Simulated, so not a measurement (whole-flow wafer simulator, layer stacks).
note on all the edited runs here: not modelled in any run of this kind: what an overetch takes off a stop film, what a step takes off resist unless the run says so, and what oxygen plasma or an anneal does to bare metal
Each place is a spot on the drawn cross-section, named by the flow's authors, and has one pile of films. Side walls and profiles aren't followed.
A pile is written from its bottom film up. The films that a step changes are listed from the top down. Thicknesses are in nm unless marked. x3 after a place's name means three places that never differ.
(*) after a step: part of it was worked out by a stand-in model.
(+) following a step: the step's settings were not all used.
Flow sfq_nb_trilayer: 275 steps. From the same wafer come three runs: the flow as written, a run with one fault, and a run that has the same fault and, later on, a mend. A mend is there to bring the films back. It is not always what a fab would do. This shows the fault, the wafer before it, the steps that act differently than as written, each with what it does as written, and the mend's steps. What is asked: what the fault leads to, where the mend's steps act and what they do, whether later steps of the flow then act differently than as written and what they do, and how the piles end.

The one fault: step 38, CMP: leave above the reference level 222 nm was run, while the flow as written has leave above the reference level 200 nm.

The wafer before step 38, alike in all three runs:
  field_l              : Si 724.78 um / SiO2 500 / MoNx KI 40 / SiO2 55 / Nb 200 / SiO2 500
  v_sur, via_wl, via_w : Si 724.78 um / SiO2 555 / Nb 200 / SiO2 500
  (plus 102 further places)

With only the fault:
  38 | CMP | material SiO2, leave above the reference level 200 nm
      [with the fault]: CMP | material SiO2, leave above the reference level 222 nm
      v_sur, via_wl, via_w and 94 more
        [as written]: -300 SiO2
        [with the fault]: -278 SiO2
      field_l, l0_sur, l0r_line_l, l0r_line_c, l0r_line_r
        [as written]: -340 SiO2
        [with the fault]: -318 SiO2
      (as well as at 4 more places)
  Steps further on in the flow that do not act as written (3 other steps are not shown; they differ only slightly, by no more than 2% or 0.5 nm, whichever is larger):
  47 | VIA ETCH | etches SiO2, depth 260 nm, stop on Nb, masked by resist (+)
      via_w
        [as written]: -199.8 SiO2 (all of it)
        [with the fault]: -221.8 SiO2 (all of it)
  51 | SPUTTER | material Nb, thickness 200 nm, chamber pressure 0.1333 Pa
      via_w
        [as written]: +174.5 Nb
        [with the fault]: +170.4 Nb
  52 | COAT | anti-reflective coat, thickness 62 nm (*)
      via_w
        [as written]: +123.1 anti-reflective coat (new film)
        [with the fault]: +127.8 anti-reflective coat (new film)
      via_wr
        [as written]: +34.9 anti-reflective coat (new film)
        [with the fault]: +34.2 anti-reflective coat (new film)
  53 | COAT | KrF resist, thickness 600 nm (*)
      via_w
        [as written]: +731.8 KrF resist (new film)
        [with the fault]: +749.6 KrF resist (new film)
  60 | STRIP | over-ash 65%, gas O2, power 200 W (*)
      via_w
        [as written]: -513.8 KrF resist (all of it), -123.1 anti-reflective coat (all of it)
        [with the fault]: -531.6 KrF resist (all of it), -127.8 anti-reflective coat (all of it)
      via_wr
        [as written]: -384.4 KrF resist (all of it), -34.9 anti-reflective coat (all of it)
        [with the fault]: -382.4 KrF resist (all of it), -34.2 anti-reflective coat (all of it)
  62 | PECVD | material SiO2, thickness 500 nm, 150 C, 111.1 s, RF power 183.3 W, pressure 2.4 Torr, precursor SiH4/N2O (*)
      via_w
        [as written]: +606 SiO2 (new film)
        [with the fault]: +632.1 SiO2 (new film)
  By the end, the piles at v_sur, via_wl, via_w and 30 more depart from the flow's by more than 2% or 0.5 nm, whichever is larger.
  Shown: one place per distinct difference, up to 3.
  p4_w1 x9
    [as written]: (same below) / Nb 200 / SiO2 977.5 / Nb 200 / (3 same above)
    [with the fault]: (same below) / Nb 200 / SiO2 999.5 / Nb 200 / (3 same above)
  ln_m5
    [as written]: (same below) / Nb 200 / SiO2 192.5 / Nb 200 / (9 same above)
    [with the fault]: (same below) / Nb 200 / SiO2 214.5 / Nb 200 / (9 same above)
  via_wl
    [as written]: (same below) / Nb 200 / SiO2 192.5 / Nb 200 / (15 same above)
    [with the fault]: (same below) / Nb 200 / SiO2 214.5 / Nb 200 / (15 same above)

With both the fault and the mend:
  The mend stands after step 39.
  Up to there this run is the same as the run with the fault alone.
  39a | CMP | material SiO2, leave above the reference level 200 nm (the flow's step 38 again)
      field_l, v_sur, via_wl and 103 more
        -22 SiO2
  Later steps of the flow that are run all act as written at every place that is followed.
  At every place that both follow, the piles at the end match the flow's.
